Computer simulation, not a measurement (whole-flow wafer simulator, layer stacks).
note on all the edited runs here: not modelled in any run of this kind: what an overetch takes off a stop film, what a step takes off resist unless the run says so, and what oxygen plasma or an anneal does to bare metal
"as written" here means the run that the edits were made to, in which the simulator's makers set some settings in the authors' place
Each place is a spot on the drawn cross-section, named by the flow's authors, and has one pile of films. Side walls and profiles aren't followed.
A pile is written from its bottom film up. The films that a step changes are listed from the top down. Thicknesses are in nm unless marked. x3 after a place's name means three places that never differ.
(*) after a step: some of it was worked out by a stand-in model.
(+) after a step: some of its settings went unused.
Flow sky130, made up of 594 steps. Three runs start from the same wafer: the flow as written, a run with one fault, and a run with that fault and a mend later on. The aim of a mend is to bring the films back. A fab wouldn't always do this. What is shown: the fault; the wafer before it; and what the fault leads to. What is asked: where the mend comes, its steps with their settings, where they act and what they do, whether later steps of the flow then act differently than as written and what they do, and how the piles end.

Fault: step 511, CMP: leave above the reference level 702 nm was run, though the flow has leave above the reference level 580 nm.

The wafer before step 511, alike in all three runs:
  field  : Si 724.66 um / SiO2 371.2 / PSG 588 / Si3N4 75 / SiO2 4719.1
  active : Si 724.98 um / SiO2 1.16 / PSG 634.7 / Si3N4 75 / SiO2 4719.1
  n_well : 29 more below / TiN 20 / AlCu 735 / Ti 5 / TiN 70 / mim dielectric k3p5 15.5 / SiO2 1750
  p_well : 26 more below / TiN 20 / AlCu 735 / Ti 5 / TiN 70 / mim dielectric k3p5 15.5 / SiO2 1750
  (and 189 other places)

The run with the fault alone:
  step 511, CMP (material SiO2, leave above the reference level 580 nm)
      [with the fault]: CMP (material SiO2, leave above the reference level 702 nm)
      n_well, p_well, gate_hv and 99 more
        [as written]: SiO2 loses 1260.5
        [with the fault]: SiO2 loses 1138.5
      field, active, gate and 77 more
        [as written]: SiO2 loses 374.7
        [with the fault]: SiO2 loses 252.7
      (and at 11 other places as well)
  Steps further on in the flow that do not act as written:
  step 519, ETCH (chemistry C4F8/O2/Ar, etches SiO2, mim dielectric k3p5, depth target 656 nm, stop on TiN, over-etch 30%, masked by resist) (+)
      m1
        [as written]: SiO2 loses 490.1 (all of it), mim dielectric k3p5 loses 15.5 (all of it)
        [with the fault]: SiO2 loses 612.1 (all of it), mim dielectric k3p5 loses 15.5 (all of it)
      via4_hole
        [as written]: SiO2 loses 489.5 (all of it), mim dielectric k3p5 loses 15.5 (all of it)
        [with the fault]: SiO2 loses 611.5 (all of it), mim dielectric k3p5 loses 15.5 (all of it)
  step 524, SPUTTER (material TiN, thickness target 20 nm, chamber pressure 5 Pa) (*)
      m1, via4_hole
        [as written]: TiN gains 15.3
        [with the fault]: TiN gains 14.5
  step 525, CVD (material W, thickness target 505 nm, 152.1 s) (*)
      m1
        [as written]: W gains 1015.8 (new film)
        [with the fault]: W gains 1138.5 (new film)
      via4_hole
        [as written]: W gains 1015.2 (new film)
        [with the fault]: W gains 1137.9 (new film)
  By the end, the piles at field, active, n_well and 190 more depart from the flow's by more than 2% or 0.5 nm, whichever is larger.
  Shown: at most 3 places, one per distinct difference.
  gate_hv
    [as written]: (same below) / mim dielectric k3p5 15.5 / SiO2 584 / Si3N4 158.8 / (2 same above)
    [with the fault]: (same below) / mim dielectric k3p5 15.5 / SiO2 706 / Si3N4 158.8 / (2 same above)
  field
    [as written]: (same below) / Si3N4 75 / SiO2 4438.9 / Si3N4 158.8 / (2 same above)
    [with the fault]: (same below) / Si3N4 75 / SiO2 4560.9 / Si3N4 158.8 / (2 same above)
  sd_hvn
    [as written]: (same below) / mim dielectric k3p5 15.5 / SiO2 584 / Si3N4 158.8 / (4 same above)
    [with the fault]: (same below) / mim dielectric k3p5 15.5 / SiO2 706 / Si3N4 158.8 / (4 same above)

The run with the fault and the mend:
  The mend stands after step 518.
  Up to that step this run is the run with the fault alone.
  step 518a, STRIP (chemistry O2/N2, power 2160 W, pressure 1700 mTorr) (*)
      field, active, n_well and 188 more
        resist loses 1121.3 (all of it)
  step 518b, CMP (material SiO2, leave above the reference level 580 nm) (a further turn of the flow's step 511)
      field, active, n_well and 190 more
        SiO2 loses 122
  step 518c, HMDS (120 C, 60 s) (a further turn of the flow's step 513)
      does not change any film at any place that is followed
  step 518d, COAT (resist, thickness 1140 nm) (a further turn of the flow's step 514)
      field, active, n_well and 190 more
        resist gains 1140 (new film)
  step 518e, SOFTBAKE (resist) (a further turn of the flow's step 515)
      does not change any film at any place that is followed
  step 518f, EXPOSE (photomask VIM4, dose 133.8 mJ/cm2, NA 0.6, wavelength 365 nm) (*) (a further turn of the flow's step 516)
      does not change any film at any place that is followed
  step 518g, PEB (resist, 70.3 s) (a further turn of the flow's step 517)
      field, active, n_well and 190 more
        resist loses 18.7
  step 518h, DEVELOP (resist, thickness 1140 nm, developer TMAH-0.26N, 60 s) (a further turn of the flow's step 518)
      m1, via4_hole
        resist loses 1121.3 (all of it)
  Every later step of the flow that is run acts as written at every place that is followed.
  By the end, the piles equal the flow's at every place that both follow.
